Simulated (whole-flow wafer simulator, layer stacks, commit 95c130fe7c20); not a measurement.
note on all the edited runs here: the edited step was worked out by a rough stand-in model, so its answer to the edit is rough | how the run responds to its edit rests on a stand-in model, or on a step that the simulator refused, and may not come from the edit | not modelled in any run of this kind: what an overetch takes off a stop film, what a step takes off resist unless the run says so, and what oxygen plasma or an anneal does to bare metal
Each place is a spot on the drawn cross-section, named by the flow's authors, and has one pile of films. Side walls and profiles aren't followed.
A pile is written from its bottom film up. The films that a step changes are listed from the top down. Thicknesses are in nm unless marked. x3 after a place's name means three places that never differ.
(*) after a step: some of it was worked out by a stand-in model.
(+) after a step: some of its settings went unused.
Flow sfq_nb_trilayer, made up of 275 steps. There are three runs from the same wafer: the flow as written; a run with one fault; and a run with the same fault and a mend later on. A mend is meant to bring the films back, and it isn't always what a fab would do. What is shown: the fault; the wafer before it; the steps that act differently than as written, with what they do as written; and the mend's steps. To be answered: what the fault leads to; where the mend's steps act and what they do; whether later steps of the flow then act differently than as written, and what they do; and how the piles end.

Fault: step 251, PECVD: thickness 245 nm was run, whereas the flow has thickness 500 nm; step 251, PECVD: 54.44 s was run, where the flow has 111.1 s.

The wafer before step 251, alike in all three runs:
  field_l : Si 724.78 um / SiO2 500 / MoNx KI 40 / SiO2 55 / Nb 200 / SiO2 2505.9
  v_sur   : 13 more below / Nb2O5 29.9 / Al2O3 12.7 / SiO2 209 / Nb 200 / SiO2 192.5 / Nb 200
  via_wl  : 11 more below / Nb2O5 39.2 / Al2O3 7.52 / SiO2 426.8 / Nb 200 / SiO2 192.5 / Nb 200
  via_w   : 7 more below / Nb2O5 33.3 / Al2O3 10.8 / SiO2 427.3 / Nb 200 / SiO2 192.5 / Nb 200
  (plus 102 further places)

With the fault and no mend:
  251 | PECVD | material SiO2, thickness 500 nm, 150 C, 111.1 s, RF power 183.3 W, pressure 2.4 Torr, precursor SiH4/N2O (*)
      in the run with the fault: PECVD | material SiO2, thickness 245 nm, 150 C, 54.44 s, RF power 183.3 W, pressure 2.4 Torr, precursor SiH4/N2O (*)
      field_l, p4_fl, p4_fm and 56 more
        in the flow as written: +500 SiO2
        in the run with the fault: +245 SiO2
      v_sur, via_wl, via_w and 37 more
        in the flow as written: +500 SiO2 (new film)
        in the run with the fault: +245 SiO2 (new film)
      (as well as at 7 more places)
  Steps further on in the flow that do not act as written (3 other steps are not shown; they differ only slightly, by no more than 2% or 0.5 nm, whichever is larger):
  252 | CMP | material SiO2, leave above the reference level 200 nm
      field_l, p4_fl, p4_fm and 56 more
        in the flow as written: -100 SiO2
        in the run with the fault: nothing
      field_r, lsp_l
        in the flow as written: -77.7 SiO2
        in the run with the fault: nothing
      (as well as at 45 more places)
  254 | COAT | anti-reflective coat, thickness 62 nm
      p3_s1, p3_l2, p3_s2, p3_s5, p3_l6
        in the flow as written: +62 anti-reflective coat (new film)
        in the run with the fault: +63.9 anti-reflective coat (new film)
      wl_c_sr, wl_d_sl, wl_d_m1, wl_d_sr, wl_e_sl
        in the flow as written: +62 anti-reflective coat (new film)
        in the run with the fault: +70.1 anti-reflective coat (new film)
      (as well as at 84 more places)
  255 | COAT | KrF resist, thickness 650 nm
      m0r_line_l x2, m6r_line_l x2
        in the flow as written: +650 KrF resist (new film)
        in the run with the fault: +680.6 KrF resist (new film)
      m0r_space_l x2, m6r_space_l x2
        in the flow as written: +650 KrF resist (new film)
        in the run with the fault: +669.8 KrF resist (new film)
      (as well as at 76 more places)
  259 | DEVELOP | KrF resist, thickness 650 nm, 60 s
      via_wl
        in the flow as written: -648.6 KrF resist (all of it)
        in the run with the fault: -595.1 KrF resist (all of it)
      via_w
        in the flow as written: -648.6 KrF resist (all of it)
        in the run with the fault: -603.5 KrF resist (all of it)
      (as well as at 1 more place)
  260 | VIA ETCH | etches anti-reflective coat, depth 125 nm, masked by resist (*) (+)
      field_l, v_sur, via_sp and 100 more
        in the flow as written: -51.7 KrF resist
        in the run with the fault: -43.9 KrF resist
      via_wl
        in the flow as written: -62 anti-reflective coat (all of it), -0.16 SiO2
        in the run with the fault: -52.4 anti-reflective coat (all of it), -0.13 SiO2
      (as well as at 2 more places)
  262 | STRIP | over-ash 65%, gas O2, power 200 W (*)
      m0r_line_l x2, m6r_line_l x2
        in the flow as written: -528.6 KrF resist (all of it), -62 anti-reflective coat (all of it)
        in the run with the fault: -566.9 KrF resist (all of it), -62.2 anti-reflective coat (all of it)
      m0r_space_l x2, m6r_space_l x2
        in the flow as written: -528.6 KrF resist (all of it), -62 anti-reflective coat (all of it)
        in the run with the fault: -556.2 KrF resist (all of it), -80.4 anti-reflective coat (all of it)
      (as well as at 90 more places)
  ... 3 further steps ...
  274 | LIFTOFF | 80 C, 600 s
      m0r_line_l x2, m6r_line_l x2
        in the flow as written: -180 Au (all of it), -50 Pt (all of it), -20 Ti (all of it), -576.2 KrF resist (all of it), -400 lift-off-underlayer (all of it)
        in the run with the fault: -180 Au (all of it), -50 Pt (all of it), -20 Ti (all of it), -591 KrF resist (all of it), -435.1 lift-off-underlayer (all of it)
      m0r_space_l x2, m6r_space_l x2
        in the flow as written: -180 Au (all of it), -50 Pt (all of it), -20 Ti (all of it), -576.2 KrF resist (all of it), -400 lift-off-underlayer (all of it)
        in the run with the fault: -180 Au (all of it), -50 Pt (all of it), -20 Ti (all of it), -579.8 KrF resist (all of it), -448.9 lift-off-underlayer (all of it)
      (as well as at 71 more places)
  By the end, the piles at field_l, via_v, field_r and 63 more depart from the flow's by more than 2% or 0.5 nm, whichever is larger.
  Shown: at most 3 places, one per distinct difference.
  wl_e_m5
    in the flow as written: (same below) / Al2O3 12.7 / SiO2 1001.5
    in the run with the fault: (same below) / Al2O3 12.7 / SiO2 846.5
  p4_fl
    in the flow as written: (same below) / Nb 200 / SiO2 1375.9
    in the run with the fault: (same below) / Nb 200 / SiO2 1220.9
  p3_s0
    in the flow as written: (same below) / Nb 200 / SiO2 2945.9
    in the run with the fault: (same below) / Nb 200 / SiO2 2790.9

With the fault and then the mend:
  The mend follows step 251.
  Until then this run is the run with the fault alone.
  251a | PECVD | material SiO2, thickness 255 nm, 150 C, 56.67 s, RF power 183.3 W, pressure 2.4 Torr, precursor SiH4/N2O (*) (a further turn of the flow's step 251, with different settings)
      field_l, v_sur, via_wl and 98 more
        +255 SiO2
      field_r, lsp_l
        +244.6 SiO2
      l0_sur, l0v
        +249.2 SiO2
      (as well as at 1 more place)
  Steps further on in the flow that do not act as written:
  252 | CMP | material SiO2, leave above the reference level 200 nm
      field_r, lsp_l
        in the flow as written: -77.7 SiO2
        in the run with the mend: -80.1 SiO2
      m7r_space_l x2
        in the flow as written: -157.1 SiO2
        in the run with the mend: -100 SiO2
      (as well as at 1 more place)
  By the end, the piles equal the flow's at every place that both follow.
